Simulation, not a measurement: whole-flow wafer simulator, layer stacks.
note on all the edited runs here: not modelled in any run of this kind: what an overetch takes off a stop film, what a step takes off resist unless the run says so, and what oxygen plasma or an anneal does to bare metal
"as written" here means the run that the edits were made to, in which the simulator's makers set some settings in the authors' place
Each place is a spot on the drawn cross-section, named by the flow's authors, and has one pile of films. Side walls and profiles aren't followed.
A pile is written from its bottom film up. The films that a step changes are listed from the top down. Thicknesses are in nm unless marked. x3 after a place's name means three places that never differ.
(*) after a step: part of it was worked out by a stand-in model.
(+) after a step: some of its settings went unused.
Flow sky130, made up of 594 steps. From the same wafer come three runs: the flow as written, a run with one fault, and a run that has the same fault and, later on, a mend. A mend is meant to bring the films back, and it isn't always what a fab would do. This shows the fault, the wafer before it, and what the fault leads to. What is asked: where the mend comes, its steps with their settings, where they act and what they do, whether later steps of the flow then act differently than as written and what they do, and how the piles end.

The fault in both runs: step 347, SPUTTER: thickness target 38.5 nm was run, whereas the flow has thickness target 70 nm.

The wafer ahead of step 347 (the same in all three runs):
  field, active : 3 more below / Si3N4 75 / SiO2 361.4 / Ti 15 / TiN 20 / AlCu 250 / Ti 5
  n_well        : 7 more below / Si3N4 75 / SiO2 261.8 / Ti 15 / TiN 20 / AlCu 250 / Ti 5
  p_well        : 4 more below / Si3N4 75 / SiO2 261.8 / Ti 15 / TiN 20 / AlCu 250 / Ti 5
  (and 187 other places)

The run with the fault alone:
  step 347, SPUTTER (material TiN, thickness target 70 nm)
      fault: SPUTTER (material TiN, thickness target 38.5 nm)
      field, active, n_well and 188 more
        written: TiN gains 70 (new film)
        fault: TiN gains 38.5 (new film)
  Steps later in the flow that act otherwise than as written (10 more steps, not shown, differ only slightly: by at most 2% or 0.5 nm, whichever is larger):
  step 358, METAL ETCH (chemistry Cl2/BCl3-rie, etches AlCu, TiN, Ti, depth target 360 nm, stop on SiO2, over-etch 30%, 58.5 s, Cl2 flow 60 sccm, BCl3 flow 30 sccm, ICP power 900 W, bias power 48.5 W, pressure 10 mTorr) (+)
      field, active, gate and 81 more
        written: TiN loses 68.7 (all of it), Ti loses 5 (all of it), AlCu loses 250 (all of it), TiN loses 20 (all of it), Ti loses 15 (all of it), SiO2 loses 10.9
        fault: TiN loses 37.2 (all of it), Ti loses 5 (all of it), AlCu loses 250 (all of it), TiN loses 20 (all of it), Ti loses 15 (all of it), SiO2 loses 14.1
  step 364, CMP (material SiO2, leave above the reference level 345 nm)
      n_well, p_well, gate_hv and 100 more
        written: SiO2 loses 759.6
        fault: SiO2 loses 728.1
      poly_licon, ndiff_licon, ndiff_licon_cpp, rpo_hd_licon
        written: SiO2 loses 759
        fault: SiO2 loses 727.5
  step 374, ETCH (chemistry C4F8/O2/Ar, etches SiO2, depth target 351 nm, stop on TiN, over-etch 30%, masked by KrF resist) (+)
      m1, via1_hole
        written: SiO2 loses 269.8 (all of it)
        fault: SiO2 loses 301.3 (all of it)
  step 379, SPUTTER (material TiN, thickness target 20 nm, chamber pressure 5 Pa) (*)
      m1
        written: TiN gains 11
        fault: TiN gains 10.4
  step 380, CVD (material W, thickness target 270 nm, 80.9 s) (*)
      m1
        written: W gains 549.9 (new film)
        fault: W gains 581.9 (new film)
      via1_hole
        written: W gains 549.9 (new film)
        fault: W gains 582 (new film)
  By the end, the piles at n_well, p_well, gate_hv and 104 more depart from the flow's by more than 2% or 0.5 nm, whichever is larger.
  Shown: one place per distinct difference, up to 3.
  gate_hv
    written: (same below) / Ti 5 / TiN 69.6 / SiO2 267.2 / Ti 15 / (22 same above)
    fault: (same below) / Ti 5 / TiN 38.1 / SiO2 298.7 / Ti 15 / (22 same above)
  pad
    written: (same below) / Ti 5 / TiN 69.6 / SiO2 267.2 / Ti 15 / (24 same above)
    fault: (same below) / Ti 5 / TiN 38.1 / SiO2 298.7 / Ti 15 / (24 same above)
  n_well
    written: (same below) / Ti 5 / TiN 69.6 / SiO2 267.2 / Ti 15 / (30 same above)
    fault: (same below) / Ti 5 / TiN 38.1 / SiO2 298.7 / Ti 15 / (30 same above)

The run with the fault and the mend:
  The mend stands after step 347.
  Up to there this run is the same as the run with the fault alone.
  step 347a, SPUTTER (material TiN, thickness target 31.5 nm) (a further turn of the flow's step 347, with different settings)
      field, active, n_well and 188 more
        TiN gains 31.5
  Later steps of the flow that are run all act as written at every place that is followed, up to a difference of at most 2% or 0.5 nm, whichever is larger.
  At every place that both follow, the piles at the end match the flow's.
